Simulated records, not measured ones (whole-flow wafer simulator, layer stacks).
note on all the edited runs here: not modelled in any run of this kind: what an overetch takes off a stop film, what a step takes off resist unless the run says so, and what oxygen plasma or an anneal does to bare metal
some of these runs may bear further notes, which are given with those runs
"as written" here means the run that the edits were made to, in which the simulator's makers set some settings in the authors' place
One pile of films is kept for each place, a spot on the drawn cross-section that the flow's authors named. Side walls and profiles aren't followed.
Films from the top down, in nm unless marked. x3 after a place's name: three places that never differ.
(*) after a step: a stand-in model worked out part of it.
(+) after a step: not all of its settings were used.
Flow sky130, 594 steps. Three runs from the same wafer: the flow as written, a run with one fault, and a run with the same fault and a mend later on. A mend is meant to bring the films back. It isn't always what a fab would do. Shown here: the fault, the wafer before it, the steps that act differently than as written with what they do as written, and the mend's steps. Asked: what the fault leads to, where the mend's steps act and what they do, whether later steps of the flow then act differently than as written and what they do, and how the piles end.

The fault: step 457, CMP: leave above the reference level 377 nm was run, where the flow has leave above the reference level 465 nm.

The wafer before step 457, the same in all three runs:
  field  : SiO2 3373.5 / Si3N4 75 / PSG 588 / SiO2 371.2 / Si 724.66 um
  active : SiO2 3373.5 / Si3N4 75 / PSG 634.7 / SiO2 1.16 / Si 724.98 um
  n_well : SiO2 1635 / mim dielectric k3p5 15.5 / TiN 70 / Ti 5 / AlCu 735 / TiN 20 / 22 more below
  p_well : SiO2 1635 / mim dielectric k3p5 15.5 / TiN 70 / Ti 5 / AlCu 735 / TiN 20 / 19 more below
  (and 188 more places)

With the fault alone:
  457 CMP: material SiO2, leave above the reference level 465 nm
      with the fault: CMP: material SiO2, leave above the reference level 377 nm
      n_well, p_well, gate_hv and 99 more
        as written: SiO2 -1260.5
        with the fault: SiO2 -1348.5
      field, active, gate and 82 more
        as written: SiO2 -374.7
        with the fault: SiO2 -462.7
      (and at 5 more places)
  Later steps of the flow that act differently than as written (1 more step differs only slightly, by at most 2% or 0.5 nm, whichever is larger, and isn't shown):
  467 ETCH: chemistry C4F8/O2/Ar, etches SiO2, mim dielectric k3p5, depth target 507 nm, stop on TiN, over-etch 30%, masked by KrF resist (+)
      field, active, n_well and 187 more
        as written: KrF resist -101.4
        with the fault: KrF resist -78.5
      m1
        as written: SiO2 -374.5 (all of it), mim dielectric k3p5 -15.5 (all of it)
        with the fault: SiO2 -286.5 (all of it), mim dielectric k3p5 -15.5 (all of it)
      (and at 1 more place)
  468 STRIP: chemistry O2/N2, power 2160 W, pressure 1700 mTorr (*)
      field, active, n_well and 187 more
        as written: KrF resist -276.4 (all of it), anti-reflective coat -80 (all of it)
        with the fault: KrF resist -299.3 (all of it), anti-reflective coat -80 (all of it)
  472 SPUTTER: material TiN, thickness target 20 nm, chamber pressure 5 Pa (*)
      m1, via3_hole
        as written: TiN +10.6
        with the fault: TiN +11.8
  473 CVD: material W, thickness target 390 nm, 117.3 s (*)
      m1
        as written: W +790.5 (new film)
        with the fault: W +701.2 (new film)
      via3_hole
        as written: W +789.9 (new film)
        with the fault: W +700.6 (new film)
  At the end the piles differ from the flow's by more than 2% or 0.5 nm, whichever is larger, at n_well, p_well, gate_hv and 122 more.
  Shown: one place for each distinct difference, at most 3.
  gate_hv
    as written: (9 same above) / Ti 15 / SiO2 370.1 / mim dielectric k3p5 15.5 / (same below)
    with the fault: (9 same above) / Ti 15 / SiO2 282.1 / mim dielectric k3p5 15.5 / (same below)
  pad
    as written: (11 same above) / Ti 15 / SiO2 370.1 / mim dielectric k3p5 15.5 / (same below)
    with the fault: (11 same above) / Ti 15 / SiO2 282.1 / mim dielectric k3p5 15.5 / (same below)
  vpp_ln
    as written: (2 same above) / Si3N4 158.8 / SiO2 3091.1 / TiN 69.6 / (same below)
    with the fault: (2 same above) / Si3N4 158.8 / SiO2 3003.1 / TiN 69.6 / (same below)

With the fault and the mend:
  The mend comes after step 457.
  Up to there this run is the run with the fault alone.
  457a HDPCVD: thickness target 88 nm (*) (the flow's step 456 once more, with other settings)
      field, active, n_well and 189 more
        SiO2 +88
  No later step of the flow acts differently than as written, at any place that is followed, by more than 2% or 0.5 nm, whichever is larger.
  At the end the piles are the same as the flow's at every place that both follow.
